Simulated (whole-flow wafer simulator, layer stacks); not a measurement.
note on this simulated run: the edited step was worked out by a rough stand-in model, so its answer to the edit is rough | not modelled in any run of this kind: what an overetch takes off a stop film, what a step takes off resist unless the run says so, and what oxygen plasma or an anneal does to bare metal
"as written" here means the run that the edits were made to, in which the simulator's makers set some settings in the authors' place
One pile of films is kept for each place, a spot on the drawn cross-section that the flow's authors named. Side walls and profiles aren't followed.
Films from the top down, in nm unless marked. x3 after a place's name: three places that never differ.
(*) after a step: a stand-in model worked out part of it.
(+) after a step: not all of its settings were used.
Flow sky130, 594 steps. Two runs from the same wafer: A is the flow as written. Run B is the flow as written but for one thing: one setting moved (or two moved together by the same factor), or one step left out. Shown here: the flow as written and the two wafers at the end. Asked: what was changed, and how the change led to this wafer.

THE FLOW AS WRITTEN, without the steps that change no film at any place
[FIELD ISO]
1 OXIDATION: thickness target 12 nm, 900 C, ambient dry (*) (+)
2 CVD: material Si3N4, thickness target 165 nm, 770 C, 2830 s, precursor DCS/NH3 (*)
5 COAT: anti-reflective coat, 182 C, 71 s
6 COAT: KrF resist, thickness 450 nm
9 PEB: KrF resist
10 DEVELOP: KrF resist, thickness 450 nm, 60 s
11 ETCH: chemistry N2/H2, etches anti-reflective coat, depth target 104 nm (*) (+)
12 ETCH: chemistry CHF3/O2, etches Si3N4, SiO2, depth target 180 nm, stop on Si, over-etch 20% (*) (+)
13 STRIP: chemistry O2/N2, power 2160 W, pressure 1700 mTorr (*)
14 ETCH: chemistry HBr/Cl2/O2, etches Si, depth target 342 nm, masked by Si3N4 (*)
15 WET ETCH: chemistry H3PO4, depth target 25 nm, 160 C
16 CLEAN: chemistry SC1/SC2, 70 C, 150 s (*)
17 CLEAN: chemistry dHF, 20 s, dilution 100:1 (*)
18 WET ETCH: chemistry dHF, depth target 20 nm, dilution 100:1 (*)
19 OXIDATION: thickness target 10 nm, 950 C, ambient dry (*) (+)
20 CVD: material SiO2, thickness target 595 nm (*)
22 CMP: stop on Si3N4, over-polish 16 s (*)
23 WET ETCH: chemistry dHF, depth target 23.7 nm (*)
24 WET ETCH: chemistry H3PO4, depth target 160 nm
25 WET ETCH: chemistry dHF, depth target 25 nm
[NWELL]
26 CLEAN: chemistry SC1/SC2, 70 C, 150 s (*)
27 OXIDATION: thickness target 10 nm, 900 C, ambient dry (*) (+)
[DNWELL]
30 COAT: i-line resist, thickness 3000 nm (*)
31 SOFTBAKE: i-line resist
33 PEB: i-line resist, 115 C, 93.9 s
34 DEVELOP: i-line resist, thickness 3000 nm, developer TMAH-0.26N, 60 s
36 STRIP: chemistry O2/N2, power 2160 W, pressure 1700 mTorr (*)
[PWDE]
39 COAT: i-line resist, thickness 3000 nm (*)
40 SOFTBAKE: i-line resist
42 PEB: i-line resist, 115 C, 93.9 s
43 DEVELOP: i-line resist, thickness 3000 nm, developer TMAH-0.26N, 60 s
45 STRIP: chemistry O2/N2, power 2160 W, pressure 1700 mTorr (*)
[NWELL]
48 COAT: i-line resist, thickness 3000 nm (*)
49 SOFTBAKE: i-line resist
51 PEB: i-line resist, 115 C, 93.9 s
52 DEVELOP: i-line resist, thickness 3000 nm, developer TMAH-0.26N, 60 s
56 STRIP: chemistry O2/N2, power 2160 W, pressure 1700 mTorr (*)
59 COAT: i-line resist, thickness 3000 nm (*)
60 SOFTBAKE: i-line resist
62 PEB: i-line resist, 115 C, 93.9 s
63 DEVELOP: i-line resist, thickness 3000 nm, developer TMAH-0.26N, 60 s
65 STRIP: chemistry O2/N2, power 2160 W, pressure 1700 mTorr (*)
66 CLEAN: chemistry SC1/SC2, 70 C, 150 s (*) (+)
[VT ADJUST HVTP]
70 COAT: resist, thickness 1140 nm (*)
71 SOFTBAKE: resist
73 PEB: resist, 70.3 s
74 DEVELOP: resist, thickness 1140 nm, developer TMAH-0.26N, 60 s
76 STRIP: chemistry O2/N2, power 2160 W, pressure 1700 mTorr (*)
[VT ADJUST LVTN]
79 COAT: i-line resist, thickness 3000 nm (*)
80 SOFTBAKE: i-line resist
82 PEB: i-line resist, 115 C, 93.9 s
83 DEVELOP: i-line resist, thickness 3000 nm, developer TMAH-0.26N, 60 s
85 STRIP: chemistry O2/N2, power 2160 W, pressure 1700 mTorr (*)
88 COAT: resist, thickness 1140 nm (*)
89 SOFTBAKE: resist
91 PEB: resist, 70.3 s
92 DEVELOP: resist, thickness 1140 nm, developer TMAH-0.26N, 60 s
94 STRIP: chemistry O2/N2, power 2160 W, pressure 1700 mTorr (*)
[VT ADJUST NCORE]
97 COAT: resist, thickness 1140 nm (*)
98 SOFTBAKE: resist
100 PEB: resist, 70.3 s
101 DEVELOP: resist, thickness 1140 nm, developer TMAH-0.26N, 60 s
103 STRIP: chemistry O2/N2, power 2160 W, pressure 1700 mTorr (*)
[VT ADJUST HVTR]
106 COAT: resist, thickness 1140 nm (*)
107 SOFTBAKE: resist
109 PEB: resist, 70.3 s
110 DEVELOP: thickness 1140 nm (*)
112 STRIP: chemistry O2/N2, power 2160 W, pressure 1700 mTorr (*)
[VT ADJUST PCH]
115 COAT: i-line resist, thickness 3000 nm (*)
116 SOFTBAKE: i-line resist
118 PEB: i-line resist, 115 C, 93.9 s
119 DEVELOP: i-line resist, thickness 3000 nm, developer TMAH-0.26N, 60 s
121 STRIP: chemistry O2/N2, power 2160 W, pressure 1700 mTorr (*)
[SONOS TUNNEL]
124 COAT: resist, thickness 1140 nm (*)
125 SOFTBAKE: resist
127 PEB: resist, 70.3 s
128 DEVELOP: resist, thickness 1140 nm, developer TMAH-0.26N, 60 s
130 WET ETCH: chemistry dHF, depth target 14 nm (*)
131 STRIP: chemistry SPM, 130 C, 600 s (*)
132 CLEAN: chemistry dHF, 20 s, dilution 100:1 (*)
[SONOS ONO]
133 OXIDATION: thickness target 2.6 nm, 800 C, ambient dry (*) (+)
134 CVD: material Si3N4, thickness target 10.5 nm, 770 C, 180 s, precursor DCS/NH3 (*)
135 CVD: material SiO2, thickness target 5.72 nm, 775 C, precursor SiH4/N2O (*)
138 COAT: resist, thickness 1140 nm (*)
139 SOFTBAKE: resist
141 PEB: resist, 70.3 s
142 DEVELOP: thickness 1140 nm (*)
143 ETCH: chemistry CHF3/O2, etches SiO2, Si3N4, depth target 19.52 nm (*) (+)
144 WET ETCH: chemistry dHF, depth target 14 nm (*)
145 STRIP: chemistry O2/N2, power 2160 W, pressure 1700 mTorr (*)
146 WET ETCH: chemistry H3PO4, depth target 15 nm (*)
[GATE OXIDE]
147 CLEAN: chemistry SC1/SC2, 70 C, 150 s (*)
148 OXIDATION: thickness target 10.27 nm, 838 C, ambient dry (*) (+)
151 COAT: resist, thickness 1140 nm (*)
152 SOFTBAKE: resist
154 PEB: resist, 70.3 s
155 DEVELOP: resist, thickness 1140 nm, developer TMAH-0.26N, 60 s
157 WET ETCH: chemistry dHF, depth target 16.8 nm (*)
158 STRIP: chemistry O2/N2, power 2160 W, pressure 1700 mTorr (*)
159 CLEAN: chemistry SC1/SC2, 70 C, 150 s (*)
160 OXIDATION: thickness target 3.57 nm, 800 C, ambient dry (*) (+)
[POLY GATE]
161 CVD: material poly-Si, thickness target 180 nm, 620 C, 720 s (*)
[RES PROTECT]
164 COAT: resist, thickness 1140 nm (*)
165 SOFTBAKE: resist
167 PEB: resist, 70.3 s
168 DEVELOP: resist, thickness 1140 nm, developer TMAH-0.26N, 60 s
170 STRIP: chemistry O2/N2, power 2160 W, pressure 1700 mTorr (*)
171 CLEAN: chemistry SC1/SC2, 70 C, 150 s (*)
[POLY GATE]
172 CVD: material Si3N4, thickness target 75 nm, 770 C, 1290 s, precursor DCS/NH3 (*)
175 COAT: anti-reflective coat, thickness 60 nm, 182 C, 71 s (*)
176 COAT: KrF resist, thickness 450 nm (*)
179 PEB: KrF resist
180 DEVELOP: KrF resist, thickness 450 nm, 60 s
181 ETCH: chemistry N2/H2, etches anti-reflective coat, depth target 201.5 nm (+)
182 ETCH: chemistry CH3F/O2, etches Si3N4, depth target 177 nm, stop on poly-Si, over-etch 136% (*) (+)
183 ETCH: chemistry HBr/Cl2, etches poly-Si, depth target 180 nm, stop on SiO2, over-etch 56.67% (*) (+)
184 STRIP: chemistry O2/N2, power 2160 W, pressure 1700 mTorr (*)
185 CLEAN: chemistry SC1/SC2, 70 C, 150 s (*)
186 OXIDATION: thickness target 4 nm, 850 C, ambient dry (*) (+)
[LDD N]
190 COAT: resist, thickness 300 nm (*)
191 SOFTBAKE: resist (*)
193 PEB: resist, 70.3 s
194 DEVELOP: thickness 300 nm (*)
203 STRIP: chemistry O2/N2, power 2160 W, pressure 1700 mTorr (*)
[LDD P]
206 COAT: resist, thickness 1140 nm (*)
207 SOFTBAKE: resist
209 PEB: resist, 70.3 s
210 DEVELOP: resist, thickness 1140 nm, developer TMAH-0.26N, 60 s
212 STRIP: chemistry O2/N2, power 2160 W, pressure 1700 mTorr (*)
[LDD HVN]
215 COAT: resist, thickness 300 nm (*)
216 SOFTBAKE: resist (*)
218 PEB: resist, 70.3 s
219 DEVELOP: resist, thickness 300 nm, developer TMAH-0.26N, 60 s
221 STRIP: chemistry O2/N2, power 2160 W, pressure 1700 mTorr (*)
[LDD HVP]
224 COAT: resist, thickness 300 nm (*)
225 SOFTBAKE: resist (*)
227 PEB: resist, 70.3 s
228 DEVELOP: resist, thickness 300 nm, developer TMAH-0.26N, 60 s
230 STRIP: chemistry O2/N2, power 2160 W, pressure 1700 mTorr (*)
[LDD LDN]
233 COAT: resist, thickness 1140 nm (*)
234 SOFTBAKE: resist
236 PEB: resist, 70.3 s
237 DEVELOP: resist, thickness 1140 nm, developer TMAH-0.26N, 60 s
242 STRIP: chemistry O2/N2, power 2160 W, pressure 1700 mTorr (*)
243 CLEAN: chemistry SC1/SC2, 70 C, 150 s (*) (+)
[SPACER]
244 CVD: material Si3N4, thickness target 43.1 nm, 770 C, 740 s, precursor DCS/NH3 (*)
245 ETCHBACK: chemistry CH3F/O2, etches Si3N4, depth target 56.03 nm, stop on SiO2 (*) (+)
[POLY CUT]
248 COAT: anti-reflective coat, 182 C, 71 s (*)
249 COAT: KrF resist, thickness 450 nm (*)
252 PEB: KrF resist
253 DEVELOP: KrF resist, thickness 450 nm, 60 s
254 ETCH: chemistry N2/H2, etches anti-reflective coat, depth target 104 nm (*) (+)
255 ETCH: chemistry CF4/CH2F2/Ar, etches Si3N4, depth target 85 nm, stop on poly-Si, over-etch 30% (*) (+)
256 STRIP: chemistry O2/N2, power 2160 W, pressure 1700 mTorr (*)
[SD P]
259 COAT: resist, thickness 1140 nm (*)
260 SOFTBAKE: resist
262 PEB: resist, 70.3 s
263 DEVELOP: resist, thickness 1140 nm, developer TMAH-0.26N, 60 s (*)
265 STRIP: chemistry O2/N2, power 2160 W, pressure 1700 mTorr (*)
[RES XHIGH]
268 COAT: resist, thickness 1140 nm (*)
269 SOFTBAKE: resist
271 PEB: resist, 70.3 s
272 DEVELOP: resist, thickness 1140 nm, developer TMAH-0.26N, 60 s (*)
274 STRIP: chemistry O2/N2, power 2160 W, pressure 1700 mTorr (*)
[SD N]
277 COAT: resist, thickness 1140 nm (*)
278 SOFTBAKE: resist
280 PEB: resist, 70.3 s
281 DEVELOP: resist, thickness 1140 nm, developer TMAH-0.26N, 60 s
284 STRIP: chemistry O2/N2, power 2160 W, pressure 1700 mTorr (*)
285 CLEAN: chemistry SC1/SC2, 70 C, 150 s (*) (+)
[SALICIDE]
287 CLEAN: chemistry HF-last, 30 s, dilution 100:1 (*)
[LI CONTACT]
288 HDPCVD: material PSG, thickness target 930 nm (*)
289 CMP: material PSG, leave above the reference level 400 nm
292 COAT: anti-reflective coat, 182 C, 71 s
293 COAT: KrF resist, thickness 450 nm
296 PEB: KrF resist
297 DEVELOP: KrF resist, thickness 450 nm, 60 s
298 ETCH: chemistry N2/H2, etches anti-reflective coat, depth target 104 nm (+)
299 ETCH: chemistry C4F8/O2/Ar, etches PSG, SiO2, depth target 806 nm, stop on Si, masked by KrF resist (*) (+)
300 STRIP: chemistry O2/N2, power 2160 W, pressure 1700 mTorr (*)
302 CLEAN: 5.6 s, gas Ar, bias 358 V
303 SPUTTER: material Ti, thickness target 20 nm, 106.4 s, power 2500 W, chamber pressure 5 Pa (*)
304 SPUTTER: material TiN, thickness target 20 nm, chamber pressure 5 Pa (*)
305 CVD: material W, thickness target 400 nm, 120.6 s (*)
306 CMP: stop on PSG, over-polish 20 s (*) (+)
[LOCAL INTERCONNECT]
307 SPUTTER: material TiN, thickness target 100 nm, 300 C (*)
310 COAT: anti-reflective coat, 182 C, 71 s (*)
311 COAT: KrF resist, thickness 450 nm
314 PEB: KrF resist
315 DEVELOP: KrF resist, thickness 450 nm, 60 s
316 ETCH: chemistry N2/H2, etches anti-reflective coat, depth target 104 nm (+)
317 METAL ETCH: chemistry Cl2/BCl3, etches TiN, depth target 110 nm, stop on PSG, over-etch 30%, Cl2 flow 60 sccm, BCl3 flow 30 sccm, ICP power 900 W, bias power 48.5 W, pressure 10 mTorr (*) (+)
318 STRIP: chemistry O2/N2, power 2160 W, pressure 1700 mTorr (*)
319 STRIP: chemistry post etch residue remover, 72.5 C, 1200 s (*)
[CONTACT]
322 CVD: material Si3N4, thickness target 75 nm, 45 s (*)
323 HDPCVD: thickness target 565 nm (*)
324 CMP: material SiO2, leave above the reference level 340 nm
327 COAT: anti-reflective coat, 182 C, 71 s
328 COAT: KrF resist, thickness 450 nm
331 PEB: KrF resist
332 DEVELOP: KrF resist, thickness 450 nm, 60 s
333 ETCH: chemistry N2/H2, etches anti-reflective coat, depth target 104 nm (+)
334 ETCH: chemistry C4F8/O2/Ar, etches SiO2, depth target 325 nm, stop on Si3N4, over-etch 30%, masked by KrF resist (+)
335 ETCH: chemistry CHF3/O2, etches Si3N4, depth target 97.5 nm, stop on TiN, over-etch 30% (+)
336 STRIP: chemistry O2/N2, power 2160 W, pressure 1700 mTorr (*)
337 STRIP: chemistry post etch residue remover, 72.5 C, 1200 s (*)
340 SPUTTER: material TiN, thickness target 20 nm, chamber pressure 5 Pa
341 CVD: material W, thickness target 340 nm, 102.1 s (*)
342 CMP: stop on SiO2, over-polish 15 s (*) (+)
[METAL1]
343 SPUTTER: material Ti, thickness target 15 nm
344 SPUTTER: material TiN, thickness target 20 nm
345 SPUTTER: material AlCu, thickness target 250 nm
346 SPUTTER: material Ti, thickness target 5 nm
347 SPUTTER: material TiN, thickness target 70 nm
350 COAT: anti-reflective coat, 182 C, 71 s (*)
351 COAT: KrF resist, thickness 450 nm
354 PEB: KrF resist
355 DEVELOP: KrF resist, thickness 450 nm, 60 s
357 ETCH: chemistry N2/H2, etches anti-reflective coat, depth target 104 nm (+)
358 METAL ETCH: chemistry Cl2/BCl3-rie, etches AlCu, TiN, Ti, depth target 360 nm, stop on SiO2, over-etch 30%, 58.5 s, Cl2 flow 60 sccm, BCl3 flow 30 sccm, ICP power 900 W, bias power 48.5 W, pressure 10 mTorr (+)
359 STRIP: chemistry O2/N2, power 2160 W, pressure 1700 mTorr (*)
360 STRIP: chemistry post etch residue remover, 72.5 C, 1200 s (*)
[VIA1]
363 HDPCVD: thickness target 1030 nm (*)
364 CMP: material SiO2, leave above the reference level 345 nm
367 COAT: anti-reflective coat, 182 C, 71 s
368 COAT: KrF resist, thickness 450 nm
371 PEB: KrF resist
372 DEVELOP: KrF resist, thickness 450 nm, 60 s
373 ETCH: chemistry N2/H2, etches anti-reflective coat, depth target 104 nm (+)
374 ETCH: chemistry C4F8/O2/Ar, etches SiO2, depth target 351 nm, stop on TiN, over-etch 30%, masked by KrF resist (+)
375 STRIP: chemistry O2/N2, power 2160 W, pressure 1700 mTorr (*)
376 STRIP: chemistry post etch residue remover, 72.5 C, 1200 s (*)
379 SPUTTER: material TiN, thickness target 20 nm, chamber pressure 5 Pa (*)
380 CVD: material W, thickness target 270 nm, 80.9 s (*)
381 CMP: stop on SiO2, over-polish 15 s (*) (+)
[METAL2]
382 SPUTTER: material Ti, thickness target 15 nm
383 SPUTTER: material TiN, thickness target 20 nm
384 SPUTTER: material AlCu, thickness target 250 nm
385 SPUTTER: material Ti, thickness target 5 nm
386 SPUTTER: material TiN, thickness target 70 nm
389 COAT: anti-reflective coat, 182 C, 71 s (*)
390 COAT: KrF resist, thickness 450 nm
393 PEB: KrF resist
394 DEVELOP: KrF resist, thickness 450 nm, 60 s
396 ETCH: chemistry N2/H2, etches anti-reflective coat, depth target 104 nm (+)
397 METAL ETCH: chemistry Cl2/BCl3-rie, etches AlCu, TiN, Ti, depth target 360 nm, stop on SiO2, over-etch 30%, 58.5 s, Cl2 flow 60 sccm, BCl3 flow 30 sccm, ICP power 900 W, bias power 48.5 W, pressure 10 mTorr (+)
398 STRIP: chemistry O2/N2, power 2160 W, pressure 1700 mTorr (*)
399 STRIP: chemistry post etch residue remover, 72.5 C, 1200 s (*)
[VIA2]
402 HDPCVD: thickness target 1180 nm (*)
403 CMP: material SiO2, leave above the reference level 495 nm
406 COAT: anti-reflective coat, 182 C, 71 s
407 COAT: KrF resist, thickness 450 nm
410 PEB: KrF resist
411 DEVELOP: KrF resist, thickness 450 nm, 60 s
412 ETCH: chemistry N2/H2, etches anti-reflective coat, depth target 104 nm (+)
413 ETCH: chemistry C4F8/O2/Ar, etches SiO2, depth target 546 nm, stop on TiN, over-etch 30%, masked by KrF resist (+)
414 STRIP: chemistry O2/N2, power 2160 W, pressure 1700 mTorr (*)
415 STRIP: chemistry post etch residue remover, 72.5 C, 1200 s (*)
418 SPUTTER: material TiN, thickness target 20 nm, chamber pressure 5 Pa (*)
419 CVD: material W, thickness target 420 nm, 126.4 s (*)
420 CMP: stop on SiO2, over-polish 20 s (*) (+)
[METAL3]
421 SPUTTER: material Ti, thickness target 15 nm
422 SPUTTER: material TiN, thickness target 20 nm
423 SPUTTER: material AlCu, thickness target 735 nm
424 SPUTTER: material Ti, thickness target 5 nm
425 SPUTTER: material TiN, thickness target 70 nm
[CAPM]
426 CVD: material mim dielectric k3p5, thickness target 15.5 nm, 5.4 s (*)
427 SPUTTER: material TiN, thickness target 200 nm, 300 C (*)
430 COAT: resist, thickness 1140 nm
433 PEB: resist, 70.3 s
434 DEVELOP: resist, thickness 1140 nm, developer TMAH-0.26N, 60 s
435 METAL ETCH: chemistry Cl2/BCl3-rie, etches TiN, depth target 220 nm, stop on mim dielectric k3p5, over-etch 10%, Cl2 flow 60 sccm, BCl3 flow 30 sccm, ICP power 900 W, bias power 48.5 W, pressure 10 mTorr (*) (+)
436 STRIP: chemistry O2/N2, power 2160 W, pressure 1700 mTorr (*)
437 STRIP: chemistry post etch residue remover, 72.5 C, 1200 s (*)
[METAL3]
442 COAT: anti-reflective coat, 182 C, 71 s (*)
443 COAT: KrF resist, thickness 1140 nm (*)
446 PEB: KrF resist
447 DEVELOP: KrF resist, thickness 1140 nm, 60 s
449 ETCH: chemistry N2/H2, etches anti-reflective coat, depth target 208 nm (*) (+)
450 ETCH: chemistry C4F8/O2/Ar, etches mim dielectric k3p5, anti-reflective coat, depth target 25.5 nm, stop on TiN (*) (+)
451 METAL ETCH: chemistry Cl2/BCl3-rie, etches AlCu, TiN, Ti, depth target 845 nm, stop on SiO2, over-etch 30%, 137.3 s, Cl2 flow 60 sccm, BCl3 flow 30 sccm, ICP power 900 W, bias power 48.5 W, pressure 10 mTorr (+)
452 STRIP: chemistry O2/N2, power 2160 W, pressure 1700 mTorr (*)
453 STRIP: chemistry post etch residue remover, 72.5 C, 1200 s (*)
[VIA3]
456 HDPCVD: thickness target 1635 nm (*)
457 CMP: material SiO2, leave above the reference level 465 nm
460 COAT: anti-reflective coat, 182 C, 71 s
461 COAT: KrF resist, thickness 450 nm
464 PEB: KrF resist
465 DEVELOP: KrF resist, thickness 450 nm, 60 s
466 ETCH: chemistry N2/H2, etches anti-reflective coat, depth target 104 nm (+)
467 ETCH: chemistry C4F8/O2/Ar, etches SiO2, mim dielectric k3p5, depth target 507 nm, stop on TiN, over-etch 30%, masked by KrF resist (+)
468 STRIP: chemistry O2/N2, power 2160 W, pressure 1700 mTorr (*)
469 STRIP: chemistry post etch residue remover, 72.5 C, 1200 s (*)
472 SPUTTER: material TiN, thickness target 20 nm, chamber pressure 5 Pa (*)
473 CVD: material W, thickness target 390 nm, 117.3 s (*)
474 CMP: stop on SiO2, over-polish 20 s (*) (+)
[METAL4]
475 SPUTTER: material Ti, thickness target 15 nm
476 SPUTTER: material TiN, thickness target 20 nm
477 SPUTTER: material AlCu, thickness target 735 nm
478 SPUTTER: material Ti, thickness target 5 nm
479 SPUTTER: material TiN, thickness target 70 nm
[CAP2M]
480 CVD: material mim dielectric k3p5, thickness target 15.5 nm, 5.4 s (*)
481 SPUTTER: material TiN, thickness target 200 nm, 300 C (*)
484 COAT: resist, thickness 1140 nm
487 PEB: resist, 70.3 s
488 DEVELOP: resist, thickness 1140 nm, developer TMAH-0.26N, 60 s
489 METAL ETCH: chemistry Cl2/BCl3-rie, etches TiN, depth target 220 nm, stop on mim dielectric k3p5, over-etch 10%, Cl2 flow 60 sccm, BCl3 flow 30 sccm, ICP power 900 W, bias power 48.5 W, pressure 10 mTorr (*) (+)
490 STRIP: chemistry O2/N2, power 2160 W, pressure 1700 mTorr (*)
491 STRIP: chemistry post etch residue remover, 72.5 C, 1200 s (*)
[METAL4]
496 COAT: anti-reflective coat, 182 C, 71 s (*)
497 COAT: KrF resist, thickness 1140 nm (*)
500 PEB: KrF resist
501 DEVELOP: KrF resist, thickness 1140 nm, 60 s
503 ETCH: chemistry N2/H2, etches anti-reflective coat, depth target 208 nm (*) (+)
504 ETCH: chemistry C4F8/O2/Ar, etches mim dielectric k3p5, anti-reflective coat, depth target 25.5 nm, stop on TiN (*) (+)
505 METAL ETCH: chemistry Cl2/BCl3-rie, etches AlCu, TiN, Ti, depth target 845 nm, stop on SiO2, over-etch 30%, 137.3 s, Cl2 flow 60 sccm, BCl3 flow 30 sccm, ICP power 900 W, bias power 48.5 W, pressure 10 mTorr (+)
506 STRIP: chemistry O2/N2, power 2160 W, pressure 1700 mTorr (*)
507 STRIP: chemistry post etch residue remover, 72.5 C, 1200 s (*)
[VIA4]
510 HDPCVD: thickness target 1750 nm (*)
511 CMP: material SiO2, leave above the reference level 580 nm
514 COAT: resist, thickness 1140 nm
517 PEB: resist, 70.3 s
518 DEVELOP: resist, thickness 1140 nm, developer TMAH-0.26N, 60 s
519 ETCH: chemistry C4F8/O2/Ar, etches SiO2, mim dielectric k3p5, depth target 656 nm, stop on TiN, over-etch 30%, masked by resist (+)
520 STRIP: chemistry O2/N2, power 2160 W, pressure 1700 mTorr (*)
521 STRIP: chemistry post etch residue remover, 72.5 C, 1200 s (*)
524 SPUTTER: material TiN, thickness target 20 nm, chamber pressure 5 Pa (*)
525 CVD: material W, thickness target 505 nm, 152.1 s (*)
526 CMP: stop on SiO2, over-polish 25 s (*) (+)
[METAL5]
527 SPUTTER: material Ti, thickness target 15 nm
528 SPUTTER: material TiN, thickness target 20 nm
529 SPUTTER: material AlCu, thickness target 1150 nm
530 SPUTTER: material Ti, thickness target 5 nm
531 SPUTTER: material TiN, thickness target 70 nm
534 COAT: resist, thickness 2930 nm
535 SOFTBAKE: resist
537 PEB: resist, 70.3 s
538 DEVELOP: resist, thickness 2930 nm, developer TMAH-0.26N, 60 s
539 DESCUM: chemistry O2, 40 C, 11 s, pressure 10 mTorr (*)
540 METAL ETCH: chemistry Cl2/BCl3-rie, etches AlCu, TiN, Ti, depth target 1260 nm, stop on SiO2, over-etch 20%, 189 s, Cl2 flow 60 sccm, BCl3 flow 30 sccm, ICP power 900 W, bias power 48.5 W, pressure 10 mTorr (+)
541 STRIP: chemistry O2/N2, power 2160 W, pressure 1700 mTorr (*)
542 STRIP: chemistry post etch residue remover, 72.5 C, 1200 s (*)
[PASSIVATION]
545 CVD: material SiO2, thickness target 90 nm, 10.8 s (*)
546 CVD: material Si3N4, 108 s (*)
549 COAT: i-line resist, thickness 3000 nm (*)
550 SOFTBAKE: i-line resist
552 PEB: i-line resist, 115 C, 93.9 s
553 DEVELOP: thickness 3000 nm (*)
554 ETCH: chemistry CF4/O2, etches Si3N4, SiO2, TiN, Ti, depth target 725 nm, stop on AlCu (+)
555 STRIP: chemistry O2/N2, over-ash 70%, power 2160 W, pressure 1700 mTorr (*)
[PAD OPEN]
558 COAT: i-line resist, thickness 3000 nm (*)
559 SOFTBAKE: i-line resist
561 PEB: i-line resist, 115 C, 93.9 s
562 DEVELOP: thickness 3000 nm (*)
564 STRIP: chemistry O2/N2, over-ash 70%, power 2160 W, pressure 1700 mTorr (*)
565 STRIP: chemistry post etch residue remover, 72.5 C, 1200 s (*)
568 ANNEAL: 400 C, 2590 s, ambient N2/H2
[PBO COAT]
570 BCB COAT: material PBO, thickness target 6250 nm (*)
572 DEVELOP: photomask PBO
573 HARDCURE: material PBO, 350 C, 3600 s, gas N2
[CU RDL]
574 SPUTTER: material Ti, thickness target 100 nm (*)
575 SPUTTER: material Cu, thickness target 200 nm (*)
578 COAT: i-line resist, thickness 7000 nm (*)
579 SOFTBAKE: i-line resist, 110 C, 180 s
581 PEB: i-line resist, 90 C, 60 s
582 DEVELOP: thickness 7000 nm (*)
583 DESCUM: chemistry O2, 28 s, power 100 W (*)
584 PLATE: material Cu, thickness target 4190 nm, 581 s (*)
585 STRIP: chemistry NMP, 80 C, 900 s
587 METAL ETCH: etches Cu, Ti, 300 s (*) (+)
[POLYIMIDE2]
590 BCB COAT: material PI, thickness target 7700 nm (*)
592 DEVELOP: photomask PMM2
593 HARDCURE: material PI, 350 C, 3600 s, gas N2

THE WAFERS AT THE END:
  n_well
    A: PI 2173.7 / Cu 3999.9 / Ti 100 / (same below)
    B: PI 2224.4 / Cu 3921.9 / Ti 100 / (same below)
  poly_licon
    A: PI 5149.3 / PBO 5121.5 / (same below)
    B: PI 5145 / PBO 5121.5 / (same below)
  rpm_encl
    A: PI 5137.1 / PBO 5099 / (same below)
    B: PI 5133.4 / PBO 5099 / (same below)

The cause: step 575, SPUTTER: thickness target 122 nm was run, where the flow has thickness target 200 nm.

How the change led to this, step by step:
  575 SPUTTER: material Cu, thickness target 200 nm (*)
      field, active, n_well and 190 more: A Cu +200 (new film) | B Cu +122 (new film)
  587 METAL ETCH: etches Cu, Ti, 300 s (*) (+)
      field, active, gate and 167 more: A Cu -200 (all of it), Ti -100 (all of it) | B Cu -122 (all of it), Ti -100 (all of it)
  590 BCB COAT: material PI, thickness target 7700 nm (*)
      n_well, p_well, sd_n, sd_p: A PI +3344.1 (new film) | B PI +3422.1 (new film)
      sd_hvn: A PI +3710.6 (new film) | B PI +3786.4 (new film)
      (and at 2 more places)
  593 HARDCURE: material PI, 350 C, 3600 s, gas N2
      n_well, p_well, sd_n, sd_p: A PI -1170.4 | B PI -1197.7
